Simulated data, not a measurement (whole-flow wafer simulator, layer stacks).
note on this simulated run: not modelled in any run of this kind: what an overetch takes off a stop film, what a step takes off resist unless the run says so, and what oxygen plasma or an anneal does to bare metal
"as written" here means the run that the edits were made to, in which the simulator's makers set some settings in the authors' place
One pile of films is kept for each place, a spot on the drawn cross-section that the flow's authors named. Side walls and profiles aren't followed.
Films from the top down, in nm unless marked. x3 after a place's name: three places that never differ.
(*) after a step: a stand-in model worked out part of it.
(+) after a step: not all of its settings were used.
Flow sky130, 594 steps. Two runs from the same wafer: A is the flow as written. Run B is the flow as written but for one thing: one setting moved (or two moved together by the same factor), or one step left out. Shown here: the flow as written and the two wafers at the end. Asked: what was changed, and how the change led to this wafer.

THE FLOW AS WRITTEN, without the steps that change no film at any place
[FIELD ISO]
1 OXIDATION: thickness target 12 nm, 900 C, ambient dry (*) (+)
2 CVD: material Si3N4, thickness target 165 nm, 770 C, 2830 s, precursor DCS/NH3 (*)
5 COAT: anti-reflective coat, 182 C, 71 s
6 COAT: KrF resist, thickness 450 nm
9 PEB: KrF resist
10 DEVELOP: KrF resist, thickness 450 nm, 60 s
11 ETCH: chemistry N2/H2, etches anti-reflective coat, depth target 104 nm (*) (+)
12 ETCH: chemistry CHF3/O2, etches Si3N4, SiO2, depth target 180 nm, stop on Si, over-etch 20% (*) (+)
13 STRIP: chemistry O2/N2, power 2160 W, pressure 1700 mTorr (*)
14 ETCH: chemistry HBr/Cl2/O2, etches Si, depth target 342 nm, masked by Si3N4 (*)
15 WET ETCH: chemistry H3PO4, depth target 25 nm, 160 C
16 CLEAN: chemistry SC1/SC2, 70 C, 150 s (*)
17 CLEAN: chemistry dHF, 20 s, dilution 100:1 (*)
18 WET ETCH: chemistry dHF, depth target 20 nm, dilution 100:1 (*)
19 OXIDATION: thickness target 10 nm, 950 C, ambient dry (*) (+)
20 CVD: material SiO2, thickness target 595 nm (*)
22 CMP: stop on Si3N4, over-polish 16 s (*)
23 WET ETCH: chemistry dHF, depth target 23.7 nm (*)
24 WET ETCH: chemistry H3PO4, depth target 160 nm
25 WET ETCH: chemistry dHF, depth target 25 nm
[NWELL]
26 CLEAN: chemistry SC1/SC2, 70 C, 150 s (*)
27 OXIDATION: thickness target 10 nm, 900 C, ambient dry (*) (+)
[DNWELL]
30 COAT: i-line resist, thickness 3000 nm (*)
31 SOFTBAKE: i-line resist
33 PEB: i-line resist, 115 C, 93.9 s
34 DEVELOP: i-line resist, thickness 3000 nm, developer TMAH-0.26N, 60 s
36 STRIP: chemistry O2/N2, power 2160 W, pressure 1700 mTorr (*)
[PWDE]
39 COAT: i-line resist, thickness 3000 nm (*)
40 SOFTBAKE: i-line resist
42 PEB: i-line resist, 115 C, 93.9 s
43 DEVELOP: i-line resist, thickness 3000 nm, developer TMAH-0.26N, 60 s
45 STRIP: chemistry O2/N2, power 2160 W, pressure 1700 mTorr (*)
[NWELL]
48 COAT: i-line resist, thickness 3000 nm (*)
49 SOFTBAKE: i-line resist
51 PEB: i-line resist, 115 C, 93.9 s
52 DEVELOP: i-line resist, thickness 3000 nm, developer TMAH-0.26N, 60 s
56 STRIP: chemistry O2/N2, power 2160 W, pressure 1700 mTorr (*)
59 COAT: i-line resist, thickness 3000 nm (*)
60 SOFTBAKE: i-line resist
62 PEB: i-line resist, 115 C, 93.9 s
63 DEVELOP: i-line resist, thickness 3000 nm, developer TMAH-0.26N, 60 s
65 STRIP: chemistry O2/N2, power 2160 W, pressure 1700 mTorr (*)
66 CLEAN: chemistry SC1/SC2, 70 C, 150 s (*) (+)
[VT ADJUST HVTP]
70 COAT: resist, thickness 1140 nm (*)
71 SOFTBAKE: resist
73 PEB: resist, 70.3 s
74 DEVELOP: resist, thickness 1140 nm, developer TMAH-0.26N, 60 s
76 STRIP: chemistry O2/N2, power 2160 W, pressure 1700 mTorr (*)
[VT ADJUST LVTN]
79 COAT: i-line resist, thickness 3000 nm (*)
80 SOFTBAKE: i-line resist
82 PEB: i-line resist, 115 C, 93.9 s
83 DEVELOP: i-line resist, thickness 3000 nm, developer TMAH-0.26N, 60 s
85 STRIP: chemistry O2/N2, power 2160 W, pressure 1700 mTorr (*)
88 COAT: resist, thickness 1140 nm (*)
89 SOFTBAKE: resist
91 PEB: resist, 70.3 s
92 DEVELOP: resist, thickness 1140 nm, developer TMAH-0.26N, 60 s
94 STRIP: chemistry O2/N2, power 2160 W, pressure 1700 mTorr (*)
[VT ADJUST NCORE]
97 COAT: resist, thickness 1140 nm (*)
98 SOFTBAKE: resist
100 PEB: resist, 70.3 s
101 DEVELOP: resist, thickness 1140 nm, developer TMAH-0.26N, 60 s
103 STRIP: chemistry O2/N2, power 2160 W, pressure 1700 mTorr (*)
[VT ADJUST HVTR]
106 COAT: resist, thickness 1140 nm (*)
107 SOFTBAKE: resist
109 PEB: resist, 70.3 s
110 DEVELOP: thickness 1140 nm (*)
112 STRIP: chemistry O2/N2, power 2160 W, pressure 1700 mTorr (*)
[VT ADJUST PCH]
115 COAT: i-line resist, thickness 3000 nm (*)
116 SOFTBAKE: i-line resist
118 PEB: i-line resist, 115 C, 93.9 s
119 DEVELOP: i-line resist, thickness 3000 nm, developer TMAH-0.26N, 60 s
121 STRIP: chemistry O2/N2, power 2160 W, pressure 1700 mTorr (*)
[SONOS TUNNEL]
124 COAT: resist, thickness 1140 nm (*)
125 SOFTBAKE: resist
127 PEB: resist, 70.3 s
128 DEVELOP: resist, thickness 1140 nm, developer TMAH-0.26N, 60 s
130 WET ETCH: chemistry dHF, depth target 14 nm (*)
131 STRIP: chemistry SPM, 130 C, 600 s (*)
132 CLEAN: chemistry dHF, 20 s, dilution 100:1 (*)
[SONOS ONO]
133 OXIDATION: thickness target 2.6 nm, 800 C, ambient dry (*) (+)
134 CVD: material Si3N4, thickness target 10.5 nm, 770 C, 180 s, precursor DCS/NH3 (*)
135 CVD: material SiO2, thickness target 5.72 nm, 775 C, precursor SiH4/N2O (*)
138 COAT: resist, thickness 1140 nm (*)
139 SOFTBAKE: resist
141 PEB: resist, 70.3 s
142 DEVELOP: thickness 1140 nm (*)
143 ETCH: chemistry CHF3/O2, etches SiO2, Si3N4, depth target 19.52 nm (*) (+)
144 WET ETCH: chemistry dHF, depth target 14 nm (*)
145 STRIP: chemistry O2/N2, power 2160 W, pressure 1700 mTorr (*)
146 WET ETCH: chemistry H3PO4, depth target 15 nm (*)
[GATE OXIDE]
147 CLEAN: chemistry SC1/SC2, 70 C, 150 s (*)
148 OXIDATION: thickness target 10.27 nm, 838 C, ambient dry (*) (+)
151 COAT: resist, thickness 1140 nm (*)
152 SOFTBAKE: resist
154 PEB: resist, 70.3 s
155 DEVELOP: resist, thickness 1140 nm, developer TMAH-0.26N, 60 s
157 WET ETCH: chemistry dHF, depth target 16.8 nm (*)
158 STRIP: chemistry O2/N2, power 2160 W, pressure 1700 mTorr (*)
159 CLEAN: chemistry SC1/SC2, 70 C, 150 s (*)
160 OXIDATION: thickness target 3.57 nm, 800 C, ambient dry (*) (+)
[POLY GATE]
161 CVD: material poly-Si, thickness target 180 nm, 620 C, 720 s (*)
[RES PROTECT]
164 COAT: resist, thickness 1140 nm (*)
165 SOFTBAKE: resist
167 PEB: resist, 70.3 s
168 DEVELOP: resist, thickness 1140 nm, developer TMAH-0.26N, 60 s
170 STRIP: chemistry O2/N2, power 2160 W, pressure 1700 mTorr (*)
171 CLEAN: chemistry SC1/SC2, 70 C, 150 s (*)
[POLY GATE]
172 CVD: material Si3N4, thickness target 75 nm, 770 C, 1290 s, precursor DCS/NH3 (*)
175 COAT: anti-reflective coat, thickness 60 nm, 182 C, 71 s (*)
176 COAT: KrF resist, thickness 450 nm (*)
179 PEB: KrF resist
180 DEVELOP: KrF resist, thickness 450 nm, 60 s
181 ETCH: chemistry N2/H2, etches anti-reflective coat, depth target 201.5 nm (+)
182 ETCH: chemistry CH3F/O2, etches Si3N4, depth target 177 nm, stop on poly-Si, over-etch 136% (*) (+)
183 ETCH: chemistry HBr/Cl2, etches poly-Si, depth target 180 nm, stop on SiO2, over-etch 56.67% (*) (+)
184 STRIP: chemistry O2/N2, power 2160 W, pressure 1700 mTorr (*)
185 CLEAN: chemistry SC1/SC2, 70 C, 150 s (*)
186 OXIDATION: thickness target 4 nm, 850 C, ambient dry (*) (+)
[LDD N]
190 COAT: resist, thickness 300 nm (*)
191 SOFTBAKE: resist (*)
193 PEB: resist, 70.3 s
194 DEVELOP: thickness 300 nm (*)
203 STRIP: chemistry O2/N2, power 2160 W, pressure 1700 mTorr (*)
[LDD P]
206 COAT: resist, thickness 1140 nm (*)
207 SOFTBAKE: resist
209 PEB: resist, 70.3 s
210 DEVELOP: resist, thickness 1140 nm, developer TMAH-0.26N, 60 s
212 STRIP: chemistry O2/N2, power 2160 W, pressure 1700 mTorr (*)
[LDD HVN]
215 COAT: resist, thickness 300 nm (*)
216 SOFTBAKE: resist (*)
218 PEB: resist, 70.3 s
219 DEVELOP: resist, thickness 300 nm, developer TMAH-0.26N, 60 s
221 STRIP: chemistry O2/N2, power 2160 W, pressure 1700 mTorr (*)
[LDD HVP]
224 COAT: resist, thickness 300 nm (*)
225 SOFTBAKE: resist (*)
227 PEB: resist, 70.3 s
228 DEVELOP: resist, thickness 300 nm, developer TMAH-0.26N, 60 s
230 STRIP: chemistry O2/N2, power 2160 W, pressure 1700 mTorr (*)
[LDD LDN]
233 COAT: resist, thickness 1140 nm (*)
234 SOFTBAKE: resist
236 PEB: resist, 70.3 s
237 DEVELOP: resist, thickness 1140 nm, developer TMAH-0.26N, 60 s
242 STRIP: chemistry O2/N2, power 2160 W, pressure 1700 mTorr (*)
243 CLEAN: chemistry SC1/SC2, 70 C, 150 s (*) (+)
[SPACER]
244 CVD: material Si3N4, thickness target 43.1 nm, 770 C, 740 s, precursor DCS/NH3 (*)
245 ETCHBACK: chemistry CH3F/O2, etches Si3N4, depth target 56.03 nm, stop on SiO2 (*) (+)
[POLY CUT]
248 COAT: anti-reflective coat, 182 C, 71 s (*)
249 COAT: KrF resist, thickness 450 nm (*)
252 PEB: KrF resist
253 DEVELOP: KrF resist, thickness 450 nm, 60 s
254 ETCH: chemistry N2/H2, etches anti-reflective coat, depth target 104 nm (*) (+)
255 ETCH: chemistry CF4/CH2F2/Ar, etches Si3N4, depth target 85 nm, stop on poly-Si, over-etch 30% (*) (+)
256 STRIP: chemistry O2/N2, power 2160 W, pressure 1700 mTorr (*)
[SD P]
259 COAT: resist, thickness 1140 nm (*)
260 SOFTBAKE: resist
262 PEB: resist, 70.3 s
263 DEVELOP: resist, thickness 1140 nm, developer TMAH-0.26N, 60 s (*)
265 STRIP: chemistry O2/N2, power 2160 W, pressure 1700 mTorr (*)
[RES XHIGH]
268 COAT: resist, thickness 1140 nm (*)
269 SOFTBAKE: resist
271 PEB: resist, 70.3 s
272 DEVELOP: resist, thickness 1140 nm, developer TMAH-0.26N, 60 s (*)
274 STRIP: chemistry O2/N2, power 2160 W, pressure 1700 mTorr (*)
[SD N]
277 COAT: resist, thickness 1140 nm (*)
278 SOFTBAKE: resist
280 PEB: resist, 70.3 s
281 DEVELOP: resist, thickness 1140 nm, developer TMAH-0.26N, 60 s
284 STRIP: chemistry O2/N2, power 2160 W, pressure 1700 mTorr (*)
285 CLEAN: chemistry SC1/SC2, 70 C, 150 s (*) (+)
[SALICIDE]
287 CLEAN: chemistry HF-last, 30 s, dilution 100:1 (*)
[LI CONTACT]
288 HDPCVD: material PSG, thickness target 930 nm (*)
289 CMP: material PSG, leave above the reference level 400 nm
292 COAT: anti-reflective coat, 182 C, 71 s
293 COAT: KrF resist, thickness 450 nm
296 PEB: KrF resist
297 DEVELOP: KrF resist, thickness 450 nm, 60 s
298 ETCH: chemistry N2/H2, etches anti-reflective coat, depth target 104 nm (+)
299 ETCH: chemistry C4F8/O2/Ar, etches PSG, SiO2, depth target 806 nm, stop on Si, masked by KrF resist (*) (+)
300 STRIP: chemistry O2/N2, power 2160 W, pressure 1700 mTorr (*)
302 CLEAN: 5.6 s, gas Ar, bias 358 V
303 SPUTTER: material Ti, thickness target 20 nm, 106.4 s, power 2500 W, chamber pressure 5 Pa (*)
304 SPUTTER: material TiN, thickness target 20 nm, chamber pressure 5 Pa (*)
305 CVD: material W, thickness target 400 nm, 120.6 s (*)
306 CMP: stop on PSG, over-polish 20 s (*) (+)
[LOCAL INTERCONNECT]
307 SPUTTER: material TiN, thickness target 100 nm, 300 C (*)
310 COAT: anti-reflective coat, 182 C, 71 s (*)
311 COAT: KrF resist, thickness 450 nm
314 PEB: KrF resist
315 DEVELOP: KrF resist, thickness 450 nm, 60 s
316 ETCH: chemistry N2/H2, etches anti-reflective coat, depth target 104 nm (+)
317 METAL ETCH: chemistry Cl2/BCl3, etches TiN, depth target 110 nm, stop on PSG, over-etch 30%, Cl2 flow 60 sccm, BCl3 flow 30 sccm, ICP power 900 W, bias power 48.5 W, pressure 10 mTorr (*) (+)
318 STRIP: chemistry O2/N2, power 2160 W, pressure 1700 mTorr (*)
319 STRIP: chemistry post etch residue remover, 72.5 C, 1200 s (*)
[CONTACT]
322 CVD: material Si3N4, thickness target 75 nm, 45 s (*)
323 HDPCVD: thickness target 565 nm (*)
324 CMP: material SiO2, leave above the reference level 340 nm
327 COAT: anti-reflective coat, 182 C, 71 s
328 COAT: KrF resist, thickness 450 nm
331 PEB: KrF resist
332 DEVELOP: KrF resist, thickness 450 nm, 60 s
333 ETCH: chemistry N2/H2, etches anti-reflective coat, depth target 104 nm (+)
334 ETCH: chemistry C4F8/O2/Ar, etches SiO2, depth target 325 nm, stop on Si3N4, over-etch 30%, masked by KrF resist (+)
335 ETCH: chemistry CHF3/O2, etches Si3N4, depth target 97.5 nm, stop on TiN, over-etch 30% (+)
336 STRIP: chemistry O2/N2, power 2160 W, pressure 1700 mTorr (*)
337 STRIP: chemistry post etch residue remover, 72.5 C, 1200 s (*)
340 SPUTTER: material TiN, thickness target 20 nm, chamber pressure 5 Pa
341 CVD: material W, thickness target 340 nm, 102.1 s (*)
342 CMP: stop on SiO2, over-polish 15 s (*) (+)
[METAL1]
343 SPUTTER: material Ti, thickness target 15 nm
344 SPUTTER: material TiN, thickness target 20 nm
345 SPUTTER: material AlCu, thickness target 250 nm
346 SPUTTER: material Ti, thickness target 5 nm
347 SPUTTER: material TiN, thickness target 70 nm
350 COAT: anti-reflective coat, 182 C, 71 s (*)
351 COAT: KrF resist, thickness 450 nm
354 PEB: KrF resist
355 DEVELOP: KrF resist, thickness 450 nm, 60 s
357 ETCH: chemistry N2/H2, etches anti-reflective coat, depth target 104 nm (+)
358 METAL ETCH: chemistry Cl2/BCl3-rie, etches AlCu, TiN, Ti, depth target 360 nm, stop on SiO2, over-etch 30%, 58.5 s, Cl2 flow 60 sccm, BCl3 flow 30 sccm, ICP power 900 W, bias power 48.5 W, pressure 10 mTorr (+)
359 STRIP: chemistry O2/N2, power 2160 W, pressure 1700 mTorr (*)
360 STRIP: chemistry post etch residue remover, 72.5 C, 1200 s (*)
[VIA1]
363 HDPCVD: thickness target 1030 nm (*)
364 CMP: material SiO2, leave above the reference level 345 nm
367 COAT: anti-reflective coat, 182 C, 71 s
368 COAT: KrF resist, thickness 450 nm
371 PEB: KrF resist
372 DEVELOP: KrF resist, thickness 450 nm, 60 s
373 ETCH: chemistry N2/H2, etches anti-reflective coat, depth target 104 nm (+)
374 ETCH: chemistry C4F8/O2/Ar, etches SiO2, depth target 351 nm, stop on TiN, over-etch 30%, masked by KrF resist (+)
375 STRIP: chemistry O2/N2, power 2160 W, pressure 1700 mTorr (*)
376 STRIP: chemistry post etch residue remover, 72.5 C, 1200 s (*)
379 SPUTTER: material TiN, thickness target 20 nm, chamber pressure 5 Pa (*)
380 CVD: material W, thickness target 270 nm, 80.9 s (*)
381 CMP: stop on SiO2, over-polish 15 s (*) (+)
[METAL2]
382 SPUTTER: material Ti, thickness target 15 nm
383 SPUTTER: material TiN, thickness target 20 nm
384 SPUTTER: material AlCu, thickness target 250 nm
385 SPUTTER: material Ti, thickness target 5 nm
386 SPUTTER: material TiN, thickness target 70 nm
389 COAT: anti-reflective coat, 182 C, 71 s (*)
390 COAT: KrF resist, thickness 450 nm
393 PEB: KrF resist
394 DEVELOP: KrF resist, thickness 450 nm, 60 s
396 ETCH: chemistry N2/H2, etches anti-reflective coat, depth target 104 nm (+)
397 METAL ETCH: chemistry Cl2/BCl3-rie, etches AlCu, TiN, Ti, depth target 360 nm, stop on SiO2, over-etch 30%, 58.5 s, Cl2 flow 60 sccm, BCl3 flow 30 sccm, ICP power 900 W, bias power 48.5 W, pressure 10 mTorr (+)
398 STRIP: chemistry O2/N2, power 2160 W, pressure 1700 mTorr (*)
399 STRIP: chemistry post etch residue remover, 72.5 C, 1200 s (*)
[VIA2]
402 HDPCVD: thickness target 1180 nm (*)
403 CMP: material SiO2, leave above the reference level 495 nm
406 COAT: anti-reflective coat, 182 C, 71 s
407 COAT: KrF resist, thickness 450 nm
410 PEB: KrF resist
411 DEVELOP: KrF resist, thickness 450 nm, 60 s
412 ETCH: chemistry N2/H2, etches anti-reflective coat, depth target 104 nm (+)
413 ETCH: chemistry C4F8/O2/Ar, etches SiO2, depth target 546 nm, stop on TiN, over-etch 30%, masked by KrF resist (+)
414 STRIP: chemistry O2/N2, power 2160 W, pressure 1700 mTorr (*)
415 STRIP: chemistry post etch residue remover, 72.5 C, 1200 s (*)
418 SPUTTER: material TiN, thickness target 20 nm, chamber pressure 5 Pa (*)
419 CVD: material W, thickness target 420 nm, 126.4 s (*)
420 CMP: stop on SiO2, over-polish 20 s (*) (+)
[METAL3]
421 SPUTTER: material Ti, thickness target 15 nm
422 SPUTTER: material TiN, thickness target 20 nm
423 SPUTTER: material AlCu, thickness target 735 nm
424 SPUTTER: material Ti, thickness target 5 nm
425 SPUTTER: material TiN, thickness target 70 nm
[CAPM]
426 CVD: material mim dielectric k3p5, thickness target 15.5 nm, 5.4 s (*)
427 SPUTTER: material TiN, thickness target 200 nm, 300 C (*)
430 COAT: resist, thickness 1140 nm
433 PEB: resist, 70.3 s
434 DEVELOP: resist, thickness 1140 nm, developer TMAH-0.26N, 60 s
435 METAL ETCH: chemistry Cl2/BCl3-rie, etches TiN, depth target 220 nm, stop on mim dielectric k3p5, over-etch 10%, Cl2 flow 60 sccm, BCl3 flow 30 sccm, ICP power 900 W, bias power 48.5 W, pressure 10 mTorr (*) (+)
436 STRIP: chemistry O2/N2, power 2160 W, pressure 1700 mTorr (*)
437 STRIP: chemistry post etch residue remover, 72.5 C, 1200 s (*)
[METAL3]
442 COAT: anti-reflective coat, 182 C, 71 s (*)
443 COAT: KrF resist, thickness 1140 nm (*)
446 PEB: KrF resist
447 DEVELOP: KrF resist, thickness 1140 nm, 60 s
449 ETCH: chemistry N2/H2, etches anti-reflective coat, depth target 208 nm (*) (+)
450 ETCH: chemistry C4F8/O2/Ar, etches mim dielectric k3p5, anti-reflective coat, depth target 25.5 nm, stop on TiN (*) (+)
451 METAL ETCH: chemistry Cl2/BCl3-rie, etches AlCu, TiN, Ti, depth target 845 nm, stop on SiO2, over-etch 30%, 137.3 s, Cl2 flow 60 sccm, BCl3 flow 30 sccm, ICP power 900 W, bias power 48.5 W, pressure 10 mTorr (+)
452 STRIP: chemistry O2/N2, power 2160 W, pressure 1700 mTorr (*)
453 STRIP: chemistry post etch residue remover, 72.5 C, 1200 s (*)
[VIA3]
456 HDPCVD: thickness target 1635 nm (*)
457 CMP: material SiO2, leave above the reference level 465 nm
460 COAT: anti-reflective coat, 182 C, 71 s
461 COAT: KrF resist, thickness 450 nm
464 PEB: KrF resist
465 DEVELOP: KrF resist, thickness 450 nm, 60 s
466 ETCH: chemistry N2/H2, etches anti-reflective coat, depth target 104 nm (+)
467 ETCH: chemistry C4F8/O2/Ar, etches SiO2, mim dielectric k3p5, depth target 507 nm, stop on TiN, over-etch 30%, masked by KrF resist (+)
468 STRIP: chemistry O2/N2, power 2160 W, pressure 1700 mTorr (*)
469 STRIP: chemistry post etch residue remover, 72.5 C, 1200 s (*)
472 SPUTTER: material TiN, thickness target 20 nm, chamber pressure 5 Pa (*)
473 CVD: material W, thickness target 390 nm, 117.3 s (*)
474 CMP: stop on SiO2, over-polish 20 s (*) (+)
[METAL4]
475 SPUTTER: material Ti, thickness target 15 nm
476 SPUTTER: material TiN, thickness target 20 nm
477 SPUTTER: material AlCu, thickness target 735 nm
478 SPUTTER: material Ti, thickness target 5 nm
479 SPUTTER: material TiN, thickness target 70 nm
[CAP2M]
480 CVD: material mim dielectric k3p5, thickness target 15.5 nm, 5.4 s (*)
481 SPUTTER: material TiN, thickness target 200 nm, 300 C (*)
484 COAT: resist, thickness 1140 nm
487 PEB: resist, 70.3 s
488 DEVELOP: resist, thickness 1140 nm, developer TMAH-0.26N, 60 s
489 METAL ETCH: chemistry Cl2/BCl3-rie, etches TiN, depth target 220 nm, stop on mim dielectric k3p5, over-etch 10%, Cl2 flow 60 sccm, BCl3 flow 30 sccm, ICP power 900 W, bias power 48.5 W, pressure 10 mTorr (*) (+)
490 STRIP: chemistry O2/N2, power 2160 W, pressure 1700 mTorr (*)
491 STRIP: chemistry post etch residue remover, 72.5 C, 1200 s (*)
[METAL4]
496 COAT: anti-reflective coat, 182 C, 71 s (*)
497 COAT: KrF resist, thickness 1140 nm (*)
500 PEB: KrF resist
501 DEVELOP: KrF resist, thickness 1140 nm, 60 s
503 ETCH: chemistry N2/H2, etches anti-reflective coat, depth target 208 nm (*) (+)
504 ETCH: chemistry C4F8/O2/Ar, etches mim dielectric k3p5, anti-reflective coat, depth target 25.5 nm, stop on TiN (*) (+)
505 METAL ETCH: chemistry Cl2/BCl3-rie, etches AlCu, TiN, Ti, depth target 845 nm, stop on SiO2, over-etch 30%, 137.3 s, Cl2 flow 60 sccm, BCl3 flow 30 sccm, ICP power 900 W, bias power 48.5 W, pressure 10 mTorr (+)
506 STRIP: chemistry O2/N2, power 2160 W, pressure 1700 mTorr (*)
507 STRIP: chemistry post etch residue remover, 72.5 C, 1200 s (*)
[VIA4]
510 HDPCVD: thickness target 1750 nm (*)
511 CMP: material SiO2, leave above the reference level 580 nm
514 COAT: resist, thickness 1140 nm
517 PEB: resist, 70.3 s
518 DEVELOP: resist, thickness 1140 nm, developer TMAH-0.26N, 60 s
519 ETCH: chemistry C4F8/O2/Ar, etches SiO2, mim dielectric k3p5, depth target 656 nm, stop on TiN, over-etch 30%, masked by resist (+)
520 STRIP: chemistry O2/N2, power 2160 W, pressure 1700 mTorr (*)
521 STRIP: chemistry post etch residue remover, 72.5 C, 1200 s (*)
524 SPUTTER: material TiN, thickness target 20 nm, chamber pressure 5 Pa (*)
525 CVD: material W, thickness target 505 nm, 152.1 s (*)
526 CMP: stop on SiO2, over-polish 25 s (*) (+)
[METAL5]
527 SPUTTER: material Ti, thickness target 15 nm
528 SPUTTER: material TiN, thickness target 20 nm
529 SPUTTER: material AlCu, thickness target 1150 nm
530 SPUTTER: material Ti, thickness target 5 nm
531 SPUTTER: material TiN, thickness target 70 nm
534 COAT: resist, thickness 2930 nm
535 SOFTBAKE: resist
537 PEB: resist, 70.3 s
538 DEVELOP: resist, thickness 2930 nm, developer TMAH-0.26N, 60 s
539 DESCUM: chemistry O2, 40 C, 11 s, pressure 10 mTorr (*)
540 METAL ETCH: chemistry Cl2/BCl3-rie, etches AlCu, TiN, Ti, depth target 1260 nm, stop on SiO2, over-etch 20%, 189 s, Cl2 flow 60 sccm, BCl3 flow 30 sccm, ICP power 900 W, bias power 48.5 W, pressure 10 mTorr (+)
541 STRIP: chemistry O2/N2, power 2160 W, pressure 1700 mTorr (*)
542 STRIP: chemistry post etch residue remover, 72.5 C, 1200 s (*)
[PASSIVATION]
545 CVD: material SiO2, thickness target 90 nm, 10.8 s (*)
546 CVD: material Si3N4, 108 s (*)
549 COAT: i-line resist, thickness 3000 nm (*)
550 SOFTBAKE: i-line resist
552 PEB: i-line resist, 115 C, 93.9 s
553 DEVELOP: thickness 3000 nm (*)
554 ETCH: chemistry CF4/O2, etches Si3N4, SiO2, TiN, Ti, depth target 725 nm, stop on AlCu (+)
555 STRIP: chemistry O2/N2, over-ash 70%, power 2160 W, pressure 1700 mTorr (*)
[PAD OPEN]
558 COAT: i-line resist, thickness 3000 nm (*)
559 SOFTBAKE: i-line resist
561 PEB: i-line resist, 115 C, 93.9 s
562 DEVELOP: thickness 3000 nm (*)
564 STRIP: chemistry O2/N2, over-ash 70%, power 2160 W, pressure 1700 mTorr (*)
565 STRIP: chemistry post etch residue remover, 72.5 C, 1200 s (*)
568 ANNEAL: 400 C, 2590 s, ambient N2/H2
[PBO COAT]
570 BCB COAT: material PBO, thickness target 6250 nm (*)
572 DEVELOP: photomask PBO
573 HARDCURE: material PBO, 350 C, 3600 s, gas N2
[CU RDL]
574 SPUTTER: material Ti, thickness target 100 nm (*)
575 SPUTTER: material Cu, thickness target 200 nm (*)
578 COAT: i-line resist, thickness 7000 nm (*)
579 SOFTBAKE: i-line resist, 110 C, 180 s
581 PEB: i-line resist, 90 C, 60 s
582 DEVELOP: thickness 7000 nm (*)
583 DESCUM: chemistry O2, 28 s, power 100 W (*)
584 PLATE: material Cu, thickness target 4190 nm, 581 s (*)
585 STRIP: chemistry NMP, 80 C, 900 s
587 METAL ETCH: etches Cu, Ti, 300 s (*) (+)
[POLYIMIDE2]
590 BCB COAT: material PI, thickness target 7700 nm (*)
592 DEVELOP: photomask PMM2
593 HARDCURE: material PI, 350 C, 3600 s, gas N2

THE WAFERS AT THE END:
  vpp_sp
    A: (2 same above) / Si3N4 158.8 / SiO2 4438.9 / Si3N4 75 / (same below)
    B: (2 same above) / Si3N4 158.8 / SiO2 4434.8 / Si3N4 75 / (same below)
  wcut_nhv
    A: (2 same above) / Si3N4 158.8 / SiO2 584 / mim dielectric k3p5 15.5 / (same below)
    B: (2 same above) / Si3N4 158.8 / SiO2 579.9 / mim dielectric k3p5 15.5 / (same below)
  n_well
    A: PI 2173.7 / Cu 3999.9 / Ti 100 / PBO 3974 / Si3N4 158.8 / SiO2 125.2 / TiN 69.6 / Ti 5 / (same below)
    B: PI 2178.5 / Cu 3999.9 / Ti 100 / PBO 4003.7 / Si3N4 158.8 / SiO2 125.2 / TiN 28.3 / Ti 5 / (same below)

The cause: step 531, SPUTTER: thickness target 28.7 nm was run, where the flow has thickness target 70 nm.

How the change led to this, step by step:
  531 SPUTTER: material TiN, thickness target 70 nm
      field, active, n_well and 190 more: A TiN +70 (new film) | B TiN +28.7 (new film)
  540 METAL ETCH: chemistry Cl2/BCl3-rie, etches AlCu, TiN, Ti, depth target 1260 nm, stop on SiO2, over-etch 20%, 189 s, Cl2 flow 60 sccm, BCl3 flow 30 sccm, ICP power 900 W, bias power 48.5 W, pressure 10 mTorr (+)
      field, active, gate and 175 more: A TiN -70 (all of it), Ti -5 (all of it), AlCu -1150 (all of it), TiN -20 (all of it), Ti -15 (all of it), SiO2 -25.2 | B TiN -28.7 (all of it), Ti -5 (all of it), AlCu -1150 (all of it), TiN -20 (all of it), Ti -15 (all of it), SiO2 -29.3
  549 COAT: i-line resist, thickness 3000 nm (*)
      n_well, p_well, sd_n, sd_p, pad: A i-line resist +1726 (new film) | B i-line resist +1762.8 (new film)
  550 SOFTBAKE: i-line resist
      gate_p_lvt, iso_guard_hv_nw: A i-line resist +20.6 | B i-line resist +19.8
      field: A i-line resist -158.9 | B i-line resist -155.3
      (and at 59 more places)
  552 PEB: i-line resist, 115 C, 93.9 s
      n_well, p_well, sd_n, sd_p, pad: A i-line resist -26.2 | B i-line resist -26.8
      m1, ndiff_licon_cpp: A i-line resist -26.6 | B i-line resist -27.2
      (and at 6 more places)
  553 DEVELOP: thickness 3000 nm (*)
      pad: A i-line resist -1699.7 (all of it) | B i-line resist -1736 (all of it)
  554 ETCH: chemistry CF4/O2, etches Si3N4, SiO2, TiN, Ti, depth target 725 nm, stop on AlCu (+)
      field, active, n_well and 189 more: A i-line resist -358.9 | B i-line resist -317.6
      pad: A Si3N4 -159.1 (all of it), SiO2 -125.2 (all of it), TiN -69.6 (all of it), Ti -5 (all of it) | B Si3N4 -159.1 (all of it), SiO2 -125.2 (all of it), TiN -28.3 (all of it), Ti -5 (all of it)
  555 STRIP: chemistry O2/N2, over-ash 70%, power 2160 W, pressure 1700 mTorr (*)
      n_well, p_well, sd_n, sd_p: A i-line resist -1340.8 (all of it) | B i-line resist -1418.4 (all of it)
      m1: A i-line resist -1364.1 (all of it) | B i-line resist -1440.9 (all of it)
      (and at 8 more places)
  558 COAT: i-line resist, thickness 3000 nm (*)
      n_well, p_well, sd_n, sd_p: A i-line resist +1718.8 (new film) | B i-line resist +1755.9 (new film)
  559 SOFTBAKE: i-line resist
      gate_p_lvt, iso_guard_hv_nw: A i-line resist +20.6 | B i-line resist +19.8
      gate: A i-line resist -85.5 | B i-line resist -81.5
      (and at 63 more places)
  561 PEB: i-line resist, 115 C, 93.9 s
      n_well, p_well, sd_n, sd_p: A i-line resist -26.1 | B i-line resist -26.7
      m1, ndiff_licon_cpp: A i-line resist -26.6 | B i-line resist -27.2
      (and at 6 more places)
  564 STRIP: chemistry O2/N2, over-ash 70%, power 2160 W, pressure 1700 mTorr (*)
      n_well, p_well, sd_n, sd_p: A i-line resist -1692.7 (all of it) | B i-line resist -1729.1 (all of it)
      m1: A i-line resist -1723 (all of it) | B i-line resist -1758.5 (all of it)
      (and at 2 more places)
  579 SOFTBAKE: i-line resist, 110 C, 180 s
      rpo_hd_licon, mim2: A i-line resist -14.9 | B i-line resist -14.3
      mim: A i-line resist -16.8 | B i-line resist -16.2
      (and at 7 more places)
